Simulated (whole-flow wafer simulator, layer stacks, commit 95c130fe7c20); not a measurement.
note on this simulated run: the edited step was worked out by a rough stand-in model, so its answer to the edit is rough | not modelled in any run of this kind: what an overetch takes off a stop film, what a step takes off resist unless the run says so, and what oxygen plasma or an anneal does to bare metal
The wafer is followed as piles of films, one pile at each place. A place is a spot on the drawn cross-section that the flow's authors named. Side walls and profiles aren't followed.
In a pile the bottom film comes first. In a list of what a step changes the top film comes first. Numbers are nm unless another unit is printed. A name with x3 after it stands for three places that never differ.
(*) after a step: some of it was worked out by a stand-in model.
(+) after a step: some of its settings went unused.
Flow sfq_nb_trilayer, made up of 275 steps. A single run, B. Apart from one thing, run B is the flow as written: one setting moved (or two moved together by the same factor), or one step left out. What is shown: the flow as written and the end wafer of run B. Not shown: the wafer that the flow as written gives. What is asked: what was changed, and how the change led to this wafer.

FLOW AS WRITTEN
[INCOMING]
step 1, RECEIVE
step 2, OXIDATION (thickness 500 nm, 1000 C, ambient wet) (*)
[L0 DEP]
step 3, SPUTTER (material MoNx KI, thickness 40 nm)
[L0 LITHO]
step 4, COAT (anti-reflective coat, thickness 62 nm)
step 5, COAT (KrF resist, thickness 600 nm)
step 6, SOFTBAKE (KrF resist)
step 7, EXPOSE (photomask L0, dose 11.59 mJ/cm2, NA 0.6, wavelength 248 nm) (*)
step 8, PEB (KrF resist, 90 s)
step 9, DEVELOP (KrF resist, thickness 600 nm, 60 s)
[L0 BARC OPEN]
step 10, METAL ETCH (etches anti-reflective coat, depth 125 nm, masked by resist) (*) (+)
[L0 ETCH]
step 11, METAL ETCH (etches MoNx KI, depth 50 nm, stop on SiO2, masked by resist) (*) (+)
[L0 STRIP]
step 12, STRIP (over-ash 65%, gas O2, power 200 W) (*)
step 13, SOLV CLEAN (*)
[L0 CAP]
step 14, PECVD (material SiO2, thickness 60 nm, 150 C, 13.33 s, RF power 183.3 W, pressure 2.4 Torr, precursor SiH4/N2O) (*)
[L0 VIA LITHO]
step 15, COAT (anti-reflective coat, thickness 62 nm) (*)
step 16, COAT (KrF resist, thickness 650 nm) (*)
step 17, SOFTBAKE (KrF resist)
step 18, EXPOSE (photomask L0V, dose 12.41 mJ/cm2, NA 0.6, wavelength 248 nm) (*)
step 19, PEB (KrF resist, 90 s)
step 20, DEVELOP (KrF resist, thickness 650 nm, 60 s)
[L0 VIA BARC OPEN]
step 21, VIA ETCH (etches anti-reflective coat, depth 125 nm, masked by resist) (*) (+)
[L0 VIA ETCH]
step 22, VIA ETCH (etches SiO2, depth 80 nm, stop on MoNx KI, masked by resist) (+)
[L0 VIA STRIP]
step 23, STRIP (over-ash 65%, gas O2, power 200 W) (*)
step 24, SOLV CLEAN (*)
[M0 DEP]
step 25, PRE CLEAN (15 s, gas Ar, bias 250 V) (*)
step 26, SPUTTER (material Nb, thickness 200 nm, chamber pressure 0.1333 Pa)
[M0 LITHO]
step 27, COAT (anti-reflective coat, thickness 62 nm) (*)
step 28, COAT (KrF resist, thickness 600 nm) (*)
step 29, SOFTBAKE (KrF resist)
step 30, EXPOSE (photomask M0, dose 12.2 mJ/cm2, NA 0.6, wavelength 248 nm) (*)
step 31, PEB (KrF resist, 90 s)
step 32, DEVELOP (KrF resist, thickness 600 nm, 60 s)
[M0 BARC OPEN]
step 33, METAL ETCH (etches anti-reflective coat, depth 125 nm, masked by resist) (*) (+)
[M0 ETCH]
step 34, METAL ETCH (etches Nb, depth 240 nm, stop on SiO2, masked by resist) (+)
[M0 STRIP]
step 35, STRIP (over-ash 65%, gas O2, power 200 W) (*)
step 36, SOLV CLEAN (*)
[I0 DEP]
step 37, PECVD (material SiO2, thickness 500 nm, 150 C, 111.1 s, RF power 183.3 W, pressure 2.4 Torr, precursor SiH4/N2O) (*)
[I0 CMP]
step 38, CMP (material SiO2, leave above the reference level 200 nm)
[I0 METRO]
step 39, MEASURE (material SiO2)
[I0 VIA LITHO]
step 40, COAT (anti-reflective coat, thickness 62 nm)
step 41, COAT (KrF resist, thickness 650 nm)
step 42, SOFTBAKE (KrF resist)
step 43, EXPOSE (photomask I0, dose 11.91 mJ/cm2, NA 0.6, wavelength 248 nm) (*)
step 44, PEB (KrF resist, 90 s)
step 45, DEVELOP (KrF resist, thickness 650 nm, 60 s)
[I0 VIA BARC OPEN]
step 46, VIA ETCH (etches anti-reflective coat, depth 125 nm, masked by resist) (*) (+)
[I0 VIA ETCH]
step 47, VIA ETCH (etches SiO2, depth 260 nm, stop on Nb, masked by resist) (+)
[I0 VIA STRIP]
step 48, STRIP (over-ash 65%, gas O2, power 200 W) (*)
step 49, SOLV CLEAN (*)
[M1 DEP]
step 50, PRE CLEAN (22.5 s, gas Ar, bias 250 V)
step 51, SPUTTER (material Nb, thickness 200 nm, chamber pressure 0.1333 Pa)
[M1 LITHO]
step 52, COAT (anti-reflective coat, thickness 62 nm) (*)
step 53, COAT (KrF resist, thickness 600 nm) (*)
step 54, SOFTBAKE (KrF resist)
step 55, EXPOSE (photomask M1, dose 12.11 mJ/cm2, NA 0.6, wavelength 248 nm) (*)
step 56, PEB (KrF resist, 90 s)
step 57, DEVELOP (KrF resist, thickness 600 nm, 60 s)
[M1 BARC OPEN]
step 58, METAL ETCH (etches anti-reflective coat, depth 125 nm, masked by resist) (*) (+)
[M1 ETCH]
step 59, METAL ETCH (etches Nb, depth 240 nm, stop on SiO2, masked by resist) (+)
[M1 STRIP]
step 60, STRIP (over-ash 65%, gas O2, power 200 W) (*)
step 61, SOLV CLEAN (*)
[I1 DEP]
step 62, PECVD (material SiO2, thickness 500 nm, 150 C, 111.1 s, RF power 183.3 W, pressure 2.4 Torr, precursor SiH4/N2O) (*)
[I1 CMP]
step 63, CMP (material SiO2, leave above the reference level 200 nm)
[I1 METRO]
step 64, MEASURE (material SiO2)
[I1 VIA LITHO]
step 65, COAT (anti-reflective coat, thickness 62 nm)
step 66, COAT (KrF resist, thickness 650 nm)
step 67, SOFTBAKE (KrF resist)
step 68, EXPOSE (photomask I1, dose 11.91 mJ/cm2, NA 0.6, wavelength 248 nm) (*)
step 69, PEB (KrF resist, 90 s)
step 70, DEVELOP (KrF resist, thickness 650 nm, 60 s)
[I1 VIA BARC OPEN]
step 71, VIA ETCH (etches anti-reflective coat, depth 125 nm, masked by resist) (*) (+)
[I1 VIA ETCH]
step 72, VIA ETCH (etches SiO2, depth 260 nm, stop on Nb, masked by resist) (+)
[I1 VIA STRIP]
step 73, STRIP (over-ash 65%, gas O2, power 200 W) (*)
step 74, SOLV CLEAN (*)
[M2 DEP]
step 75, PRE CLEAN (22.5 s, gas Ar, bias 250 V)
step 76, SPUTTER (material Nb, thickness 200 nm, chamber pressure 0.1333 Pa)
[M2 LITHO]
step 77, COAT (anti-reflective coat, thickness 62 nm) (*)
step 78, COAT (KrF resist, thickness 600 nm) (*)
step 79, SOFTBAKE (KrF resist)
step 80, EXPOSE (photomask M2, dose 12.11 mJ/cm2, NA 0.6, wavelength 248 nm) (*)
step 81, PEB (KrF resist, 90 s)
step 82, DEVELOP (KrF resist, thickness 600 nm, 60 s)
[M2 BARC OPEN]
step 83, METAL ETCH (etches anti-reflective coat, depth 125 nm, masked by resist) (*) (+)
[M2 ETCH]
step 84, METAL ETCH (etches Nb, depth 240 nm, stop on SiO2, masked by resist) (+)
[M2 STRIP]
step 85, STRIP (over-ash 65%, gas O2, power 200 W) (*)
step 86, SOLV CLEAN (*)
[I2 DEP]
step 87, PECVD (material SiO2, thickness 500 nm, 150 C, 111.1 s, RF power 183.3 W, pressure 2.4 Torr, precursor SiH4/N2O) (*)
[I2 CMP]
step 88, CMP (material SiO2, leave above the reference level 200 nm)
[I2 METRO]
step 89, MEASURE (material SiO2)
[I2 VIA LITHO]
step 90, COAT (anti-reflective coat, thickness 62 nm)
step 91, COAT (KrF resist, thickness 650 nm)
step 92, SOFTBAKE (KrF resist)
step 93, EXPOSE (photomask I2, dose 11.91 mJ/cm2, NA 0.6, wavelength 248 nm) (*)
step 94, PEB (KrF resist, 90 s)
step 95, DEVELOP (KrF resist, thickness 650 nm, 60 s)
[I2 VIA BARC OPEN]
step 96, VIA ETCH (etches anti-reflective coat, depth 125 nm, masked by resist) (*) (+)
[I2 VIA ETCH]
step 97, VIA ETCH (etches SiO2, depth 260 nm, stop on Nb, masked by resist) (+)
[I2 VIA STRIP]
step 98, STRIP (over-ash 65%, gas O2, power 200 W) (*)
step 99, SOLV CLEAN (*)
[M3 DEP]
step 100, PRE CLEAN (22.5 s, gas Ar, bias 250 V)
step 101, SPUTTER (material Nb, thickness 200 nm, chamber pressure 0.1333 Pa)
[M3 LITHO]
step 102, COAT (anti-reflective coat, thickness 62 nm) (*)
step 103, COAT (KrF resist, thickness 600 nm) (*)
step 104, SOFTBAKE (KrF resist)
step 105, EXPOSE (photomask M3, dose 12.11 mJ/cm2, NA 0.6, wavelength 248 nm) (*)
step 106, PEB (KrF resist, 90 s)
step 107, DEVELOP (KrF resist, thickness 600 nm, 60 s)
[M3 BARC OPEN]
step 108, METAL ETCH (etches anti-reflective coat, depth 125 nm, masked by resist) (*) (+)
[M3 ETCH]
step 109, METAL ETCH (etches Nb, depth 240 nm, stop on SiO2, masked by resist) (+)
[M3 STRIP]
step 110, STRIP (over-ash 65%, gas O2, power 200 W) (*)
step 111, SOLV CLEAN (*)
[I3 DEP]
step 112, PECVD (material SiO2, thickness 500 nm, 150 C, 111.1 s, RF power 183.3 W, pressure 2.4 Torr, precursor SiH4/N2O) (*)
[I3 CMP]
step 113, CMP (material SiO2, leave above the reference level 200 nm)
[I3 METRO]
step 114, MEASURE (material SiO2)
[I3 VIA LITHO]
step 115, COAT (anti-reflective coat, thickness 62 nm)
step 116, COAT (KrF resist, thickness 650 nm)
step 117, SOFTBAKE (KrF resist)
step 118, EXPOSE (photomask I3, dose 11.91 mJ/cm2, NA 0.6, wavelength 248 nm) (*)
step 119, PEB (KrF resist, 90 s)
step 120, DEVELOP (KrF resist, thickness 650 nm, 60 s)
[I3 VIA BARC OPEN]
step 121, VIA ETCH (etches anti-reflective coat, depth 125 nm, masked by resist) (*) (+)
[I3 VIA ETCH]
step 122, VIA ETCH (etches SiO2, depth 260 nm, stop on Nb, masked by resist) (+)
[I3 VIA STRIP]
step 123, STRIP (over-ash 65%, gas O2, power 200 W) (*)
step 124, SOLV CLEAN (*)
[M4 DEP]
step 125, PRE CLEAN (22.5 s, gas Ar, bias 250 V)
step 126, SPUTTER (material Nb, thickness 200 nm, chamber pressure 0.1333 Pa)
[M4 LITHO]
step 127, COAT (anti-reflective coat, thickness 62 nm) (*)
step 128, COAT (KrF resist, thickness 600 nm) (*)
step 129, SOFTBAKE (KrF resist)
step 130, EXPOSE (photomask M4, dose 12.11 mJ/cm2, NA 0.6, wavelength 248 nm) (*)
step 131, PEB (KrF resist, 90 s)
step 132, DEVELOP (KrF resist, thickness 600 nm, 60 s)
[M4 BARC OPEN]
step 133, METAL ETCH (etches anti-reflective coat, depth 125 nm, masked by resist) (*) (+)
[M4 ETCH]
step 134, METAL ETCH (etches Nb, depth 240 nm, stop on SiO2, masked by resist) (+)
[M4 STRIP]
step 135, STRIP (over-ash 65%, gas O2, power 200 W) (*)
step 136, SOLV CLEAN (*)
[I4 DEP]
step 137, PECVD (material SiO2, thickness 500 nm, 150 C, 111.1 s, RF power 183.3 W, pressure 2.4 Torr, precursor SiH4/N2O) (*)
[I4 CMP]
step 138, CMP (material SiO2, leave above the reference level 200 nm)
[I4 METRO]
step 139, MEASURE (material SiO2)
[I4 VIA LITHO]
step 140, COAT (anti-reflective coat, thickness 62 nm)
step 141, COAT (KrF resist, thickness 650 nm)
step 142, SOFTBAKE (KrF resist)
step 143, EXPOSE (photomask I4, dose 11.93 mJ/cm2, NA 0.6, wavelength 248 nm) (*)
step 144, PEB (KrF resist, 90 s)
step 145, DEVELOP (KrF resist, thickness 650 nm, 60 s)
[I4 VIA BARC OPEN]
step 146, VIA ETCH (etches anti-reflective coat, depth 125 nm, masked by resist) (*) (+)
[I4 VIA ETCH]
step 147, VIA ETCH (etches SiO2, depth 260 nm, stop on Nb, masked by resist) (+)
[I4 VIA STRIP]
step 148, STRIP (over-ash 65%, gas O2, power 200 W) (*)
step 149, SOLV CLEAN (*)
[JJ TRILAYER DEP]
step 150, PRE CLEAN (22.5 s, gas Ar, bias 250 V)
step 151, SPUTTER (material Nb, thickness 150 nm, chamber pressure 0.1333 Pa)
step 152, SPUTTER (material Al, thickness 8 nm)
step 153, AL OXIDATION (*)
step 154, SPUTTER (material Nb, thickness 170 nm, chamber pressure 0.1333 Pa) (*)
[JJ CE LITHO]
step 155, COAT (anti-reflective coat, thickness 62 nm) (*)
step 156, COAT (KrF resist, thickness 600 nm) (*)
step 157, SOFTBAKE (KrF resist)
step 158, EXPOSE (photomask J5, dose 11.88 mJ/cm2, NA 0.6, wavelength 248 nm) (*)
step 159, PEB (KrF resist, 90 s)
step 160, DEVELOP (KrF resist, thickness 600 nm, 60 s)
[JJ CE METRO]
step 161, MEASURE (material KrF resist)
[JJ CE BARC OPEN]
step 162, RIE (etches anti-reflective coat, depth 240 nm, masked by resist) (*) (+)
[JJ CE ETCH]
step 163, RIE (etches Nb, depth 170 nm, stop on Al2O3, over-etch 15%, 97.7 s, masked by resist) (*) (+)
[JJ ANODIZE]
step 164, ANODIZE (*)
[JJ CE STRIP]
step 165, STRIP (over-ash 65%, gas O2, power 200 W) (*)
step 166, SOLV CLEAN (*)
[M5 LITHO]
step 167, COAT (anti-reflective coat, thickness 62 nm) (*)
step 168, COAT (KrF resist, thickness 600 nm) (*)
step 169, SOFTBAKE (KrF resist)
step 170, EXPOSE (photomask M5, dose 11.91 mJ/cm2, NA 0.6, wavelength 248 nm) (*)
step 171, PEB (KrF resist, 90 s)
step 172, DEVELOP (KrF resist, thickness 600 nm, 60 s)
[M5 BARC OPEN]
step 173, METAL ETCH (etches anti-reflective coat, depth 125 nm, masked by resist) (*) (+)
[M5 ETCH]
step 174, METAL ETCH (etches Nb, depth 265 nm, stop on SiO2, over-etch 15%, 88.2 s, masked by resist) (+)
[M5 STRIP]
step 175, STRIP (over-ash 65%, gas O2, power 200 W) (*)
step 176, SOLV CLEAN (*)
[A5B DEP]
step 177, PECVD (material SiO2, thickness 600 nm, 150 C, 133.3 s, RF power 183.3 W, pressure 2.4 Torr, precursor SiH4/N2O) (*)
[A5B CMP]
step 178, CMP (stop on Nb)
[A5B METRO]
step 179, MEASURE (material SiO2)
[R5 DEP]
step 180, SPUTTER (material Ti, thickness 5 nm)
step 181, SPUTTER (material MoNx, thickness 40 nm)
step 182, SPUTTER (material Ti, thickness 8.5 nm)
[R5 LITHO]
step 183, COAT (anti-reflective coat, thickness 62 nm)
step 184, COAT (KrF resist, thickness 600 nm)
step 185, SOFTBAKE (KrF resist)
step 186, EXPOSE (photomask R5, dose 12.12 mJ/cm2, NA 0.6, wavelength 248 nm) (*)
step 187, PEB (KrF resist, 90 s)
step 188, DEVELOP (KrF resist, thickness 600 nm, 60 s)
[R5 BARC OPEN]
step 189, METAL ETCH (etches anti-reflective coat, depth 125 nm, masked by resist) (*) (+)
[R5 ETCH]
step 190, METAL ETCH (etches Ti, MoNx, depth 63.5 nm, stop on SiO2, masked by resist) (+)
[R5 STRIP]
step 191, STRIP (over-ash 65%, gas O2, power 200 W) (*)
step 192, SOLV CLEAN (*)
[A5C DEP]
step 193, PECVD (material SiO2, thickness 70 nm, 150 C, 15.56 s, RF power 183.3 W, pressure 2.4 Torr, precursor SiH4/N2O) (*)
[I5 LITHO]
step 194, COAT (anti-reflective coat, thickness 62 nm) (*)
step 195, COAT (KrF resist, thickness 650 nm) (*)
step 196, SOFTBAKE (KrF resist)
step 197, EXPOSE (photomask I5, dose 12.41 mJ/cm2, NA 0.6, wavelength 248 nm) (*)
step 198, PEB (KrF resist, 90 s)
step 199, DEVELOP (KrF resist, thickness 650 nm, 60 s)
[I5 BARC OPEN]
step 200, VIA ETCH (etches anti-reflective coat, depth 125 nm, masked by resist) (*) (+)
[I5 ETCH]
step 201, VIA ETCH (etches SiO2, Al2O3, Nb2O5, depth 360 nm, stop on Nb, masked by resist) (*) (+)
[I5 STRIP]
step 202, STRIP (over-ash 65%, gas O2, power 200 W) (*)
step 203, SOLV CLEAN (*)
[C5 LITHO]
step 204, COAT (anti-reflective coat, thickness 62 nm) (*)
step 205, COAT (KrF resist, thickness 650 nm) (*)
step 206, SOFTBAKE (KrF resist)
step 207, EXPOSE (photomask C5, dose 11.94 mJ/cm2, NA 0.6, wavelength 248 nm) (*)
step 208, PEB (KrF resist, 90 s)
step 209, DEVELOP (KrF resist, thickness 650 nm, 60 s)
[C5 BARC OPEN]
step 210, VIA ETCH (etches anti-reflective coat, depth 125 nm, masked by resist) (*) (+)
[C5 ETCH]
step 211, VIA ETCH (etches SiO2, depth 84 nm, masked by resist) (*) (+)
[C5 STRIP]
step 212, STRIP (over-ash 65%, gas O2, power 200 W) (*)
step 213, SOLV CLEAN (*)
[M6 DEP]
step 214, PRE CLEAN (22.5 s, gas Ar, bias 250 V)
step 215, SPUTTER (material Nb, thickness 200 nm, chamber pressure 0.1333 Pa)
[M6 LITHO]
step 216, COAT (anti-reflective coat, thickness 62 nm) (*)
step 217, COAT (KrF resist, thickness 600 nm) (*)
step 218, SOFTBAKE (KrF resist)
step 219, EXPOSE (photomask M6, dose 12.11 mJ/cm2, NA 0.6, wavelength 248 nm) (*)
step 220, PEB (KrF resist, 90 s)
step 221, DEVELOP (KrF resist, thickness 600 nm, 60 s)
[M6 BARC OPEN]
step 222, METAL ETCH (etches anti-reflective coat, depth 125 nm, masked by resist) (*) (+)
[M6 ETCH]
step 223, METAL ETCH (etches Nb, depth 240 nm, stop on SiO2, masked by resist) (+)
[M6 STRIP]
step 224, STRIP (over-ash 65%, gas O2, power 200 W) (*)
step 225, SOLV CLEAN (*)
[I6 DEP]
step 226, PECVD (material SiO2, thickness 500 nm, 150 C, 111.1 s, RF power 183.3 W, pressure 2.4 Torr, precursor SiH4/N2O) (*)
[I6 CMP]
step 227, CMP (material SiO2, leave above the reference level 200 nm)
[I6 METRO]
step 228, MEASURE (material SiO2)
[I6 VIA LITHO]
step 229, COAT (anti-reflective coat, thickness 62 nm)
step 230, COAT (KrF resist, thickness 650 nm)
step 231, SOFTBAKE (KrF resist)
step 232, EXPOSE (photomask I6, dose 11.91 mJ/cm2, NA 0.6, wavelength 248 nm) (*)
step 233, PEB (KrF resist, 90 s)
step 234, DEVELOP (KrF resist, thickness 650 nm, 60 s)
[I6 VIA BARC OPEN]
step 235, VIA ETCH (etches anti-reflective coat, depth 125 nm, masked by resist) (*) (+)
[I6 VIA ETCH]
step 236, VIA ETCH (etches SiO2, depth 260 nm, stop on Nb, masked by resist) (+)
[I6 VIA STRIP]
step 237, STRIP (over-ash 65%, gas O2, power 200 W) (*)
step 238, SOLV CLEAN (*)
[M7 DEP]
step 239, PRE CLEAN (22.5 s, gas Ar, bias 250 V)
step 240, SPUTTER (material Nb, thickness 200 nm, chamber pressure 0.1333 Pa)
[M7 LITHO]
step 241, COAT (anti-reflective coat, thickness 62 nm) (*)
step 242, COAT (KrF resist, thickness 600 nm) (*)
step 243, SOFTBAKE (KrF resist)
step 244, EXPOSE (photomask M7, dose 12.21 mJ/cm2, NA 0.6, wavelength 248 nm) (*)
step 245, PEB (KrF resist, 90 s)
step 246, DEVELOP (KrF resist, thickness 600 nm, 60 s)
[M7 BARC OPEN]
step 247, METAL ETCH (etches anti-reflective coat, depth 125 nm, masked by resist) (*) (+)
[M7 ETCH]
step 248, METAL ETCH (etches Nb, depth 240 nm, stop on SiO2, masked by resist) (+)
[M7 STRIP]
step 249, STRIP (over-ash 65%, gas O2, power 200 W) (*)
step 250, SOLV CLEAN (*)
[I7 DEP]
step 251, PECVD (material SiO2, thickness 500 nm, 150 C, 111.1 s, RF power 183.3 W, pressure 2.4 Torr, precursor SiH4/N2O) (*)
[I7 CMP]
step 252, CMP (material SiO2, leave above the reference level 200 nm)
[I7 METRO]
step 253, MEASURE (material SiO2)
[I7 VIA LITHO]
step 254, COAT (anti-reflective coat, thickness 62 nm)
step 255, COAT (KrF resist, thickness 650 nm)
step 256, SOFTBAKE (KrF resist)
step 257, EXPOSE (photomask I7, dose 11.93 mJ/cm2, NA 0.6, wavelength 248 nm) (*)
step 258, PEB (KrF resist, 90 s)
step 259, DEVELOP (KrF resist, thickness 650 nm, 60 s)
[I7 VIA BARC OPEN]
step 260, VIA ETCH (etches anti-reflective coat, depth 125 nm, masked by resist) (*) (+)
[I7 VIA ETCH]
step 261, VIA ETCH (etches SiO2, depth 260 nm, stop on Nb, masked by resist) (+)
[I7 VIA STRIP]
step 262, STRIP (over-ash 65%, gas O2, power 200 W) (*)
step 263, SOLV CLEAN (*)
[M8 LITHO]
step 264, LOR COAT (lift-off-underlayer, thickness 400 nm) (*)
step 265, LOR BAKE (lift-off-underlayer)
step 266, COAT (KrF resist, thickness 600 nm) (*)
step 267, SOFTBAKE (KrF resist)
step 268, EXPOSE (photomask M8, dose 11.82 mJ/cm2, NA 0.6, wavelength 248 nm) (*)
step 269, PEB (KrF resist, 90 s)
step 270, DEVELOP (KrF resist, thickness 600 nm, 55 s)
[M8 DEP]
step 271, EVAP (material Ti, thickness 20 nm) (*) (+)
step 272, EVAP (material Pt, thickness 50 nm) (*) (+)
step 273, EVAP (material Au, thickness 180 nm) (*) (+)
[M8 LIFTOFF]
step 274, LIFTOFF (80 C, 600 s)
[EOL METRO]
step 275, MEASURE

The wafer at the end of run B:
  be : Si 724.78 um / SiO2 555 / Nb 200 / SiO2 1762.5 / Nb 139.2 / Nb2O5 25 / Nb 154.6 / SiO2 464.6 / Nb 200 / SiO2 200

Cause: step 201, VIA ETCH: depth 230 nm was run, though the flow has depth 360 nm.

Step by step, how the change led to this:
  step 201, VIA ETCH (etches SiO2, Al2O3, Nb2O5, depth 360 nm, stop on Nb, masked by resist) (*) (+)
      be: -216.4 SiO2 (all of it), -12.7 Al2O3 (all of it), -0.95 Nb2O5 (it would be, as written: -216.4 SiO2 (all of it), -12.7 Al2O3 (all of it), -29.9 Nb2O5 (all of it))
      field_l, v_sur, via_wl and 102 more: -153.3 KrF resist (it would be, as written: -240 KrF resist)
  step 202, STRIP (over-ash 65%, gas O2, power 200 W) (*)
      p4_fl, p4_fm, p4_w1 and 44 more: -419.8 KrF resist (all of it), -62 anti-reflective coat (all of it) (it would be, as written: -333.1 KrF resist (all of it), -62 anti-reflective coat (all of it))
      wl_b_m5, wl_b_sr, wl_c_sl and 11 more: -419.7 KrF resist (all of it), -62 anti-reflective coat (all of it) (it would be, as written: -333 KrF resist (all of it), -62 anti-reflective coat (all of it))
      (as well as at 44 more places)
  step 204, COAT (anti-reflective coat, thickness 62 nm) (*)
      be: +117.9 anti-reflective coat (new film) (it would be, as written: +122.2 anti-reflective coat (new film))
      be_sur: +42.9 anti-reflective coat (new film) (it would be, as written: +41.8 anti-reflective coat (new film))
  step 205, COAT (KrF resist, thickness 650 nm) (*)
      be: +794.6 KrF resist (new film) (it would be, as written: +815.3 KrF resist (new film))
  step 212, STRIP (over-ash 65%, gas O2, power 200 W) (*)
      be: -707.5 KrF resist (all of it), -117.9 anti-reflective coat (all of it) (it would be, as written: -728.2 KrF resist (all of it), -122.2 anti-reflective coat (all of it))
      be_sur: -561.3 KrF resist (all of it), -42.9 anti-reflective coat (all of it) (it would be, as written: -559.6 KrF resist (all of it), -41.8 anti-reflective coat (all of it))
  step 214, PRE CLEAN (22.5 s, gas Ar, bias 250 V)
      be: -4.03 Nb2O5 (it would be, as written: -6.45 Nb)
  step 215, SPUTTER (material Nb, thickness 200 nm, chamber pressure 0.1333 Pa)
      be: +154.6 Nb (new film) (it would be, as written: +147.3 Nb)
  step 216, COAT (anti-reflective coat, thickness 62 nm) (*)
      be: +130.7 anti-reflective coat (new film) (it would be, as written: +136.7 anti-reflective coat (new film))
      be_sur: +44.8 anti-reflective coat (new film) (it would be, as written: +43.8 anti-reflective coat (new film))
  step 217, COAT (KrF resist, thickness 600 nm) (*)
      be: +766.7 KrF resist (new film) (it would be, as written: +793.9 KrF resist (new film))
  step 224, STRIP (over-ash 65%, gas O2, power 200 W) (*)
      be: -548.7 KrF resist (all of it), -130.7 anti-reflective coat (all of it) (it would be, as written: -575.8 KrF resist (all of it), -136.7 anti-reflective coat (all of it))
      be_sur: -373.9 KrF resist (all of it), -44.8 anti-reflective coat (all of it) (it would be, as written: -371.2 KrF resist (all of it), -43.8 anti-reflective coat (all of it))
  step 226, PECVD (material SiO2, thickness 500 nm, 150 C, 111.1 s, RF power 183.3 W, pressure 2.4 Torr, precursor SiH4/N2O) (*)
      be: +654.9 SiO2 (new film) (it would be, as written: +693.5 SiO2 (new film))
With metal films that touch counted as one body, be has 4 bodies (between them, from the top down: SiO2 464.6; Nb2O5 25; SiO2 1762.5); the flow as written gives 3 bodies (between them, from the top down: SiO2 503.2; SiO2 1762.5).
